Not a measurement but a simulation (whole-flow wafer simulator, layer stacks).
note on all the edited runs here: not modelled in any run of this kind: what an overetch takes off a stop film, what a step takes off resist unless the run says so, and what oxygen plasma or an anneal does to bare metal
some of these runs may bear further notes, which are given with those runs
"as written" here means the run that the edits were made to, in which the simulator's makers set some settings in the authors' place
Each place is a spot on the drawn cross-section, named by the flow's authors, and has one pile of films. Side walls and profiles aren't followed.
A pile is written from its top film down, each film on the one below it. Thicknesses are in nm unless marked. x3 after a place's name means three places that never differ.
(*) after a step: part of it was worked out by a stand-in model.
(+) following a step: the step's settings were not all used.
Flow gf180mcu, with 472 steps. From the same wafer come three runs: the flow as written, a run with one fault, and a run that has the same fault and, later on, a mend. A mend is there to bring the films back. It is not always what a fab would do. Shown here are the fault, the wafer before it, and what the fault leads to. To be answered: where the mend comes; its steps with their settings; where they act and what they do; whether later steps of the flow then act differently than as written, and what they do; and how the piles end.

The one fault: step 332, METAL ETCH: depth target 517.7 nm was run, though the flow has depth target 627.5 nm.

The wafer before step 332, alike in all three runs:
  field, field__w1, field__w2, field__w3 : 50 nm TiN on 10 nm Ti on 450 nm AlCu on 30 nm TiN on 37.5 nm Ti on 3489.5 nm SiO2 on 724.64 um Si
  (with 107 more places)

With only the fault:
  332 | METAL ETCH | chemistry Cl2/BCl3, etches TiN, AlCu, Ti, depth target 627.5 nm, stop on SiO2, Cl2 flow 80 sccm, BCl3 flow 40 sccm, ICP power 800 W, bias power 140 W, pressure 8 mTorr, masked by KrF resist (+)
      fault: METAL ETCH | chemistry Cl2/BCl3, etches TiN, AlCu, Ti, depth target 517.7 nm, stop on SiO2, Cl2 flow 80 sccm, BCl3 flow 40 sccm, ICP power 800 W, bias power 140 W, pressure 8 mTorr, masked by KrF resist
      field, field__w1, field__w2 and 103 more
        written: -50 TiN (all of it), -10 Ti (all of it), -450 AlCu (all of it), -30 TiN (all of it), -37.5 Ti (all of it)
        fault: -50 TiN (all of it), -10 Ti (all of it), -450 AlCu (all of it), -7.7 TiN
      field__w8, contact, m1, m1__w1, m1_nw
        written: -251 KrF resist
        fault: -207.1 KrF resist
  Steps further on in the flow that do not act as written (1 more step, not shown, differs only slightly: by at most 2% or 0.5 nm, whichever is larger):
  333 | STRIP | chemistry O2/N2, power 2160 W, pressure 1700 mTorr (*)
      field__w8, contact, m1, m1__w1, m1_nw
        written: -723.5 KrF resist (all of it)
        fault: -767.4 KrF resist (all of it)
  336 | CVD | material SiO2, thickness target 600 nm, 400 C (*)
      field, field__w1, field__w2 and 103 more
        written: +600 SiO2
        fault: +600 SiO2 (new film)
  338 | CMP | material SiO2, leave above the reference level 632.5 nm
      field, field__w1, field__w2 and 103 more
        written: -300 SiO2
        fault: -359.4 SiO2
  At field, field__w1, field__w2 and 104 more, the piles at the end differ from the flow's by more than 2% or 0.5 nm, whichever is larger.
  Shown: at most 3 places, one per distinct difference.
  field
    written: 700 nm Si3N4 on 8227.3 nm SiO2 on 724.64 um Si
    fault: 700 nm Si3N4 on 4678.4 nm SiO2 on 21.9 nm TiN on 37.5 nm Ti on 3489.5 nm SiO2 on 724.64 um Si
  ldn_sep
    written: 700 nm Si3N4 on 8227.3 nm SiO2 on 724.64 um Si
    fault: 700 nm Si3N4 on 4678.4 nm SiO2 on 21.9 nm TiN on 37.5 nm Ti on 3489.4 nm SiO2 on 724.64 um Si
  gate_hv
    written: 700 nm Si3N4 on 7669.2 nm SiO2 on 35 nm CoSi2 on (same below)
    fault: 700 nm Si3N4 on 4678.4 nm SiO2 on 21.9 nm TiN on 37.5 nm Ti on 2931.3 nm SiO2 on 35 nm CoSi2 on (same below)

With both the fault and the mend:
  The mend stands after step 334.
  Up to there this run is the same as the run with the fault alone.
  334a | DEHYDRATE | 200 C, 60 s (the flow's step 325 again)
      does not change any film at any place that is followed
  334b | HMDS | 120 C, 60 s (the flow's step 326 again)
      does not change any film at any place that is followed
  334c | COAT | KrF resist, thickness 1000 nm (*) (the flow's step 327 again)
      iso_ptap_pw, iso_ntap_nw, iso_nw_fld and 33 more
        +1000 KrF resist (new film)
      field__w7, field__w11, field__w13 and 9 more
        +1003.4 KrF resist (new film)
      field_sub, field_sub__w1, field_sub__w2 and 6 more
        +1002.9 KrF resist (new film)
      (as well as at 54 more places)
  334d | SOFTBAKE | KrF resist (the flow's step 328 again)
      does not change any film at any place that is followed
  334e | EXPOSE | photomask Metal3 (the flow's step 329 again)
      does not change any film at any place that is followed
  334f | PEB | KrF resist, 135 C, 90 s (the flow's step 330 again)
      field__w1, field__w2, field__w3 and 55 more
        -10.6 KrF resist
      iso_ptap_pw, iso_ntap_nw, iso_nw_fld and 33 more
        -10.5 KrF resist
      gate_hv, sd_p, nw_enc_fld_lv__w3, polyc_n, polyc_n_rim
        -10.7 KrF resist
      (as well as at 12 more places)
  334g | DEVELOP | thickness 1000 nm, 60 s (the flow's step 331 again)
      iso_ptap_pw, iso_ntap_nw, iso_nw_fld and 33 more
        -989.5 KrF resist (all of it)
      field__w7, field__w11, field__w13 and 9 more
        -992.8 KrF resist (all of it)
      field_sub__w2, field_sub__w3, field_sub__w4 and 7 more
        -992.4 KrF resist (all of it)
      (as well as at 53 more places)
  334h | METAL ETCH | chemistry Cl2/BCl3, etches TiN, AlCu, Ti, depth target 109.8 nm, stop on SiO2, Cl2 flow 80 sccm, BCl3 flow 40 sccm, ICP power 800 W, bias power 140 W, pressure 8 mTorr, masked by KrF resist (+) (the flow's step 332 again, with other settings)
      field, field__w1, field__w2 and 103 more
        -21.9 TiN (all of it), -37.5 Ti (all of it)
      field__w8, contact, m1, m1__w1, m1_nw
        -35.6 KrF resist
  334i | STRIP | chemistry O2/N2, power 2160 W, pressure 1700 mTorr (*) (the flow's step 333 again)
      field__w8
        -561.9 KrF resist (all of it)
      contact
        -559.8 KrF resist (all of it)
      m1
        -563 KrF resist (all of it)
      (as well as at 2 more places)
  334j | STRIP | chemistry post etch residue remover, 72.5 C, 1200 s (*) (the flow's step 334 again)
      field__w8, contact, m1, m1__w1, m1_nw
        -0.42 TiN
  None of the later steps of the flow differs from how it acts as written, at any place that is followed, by more than 2% or 0.5 nm, whichever is larger.
  At the end the piles are close to the flow's at the places that both follow, differing by at most 2% or 0.5 nm, whichever is larger.
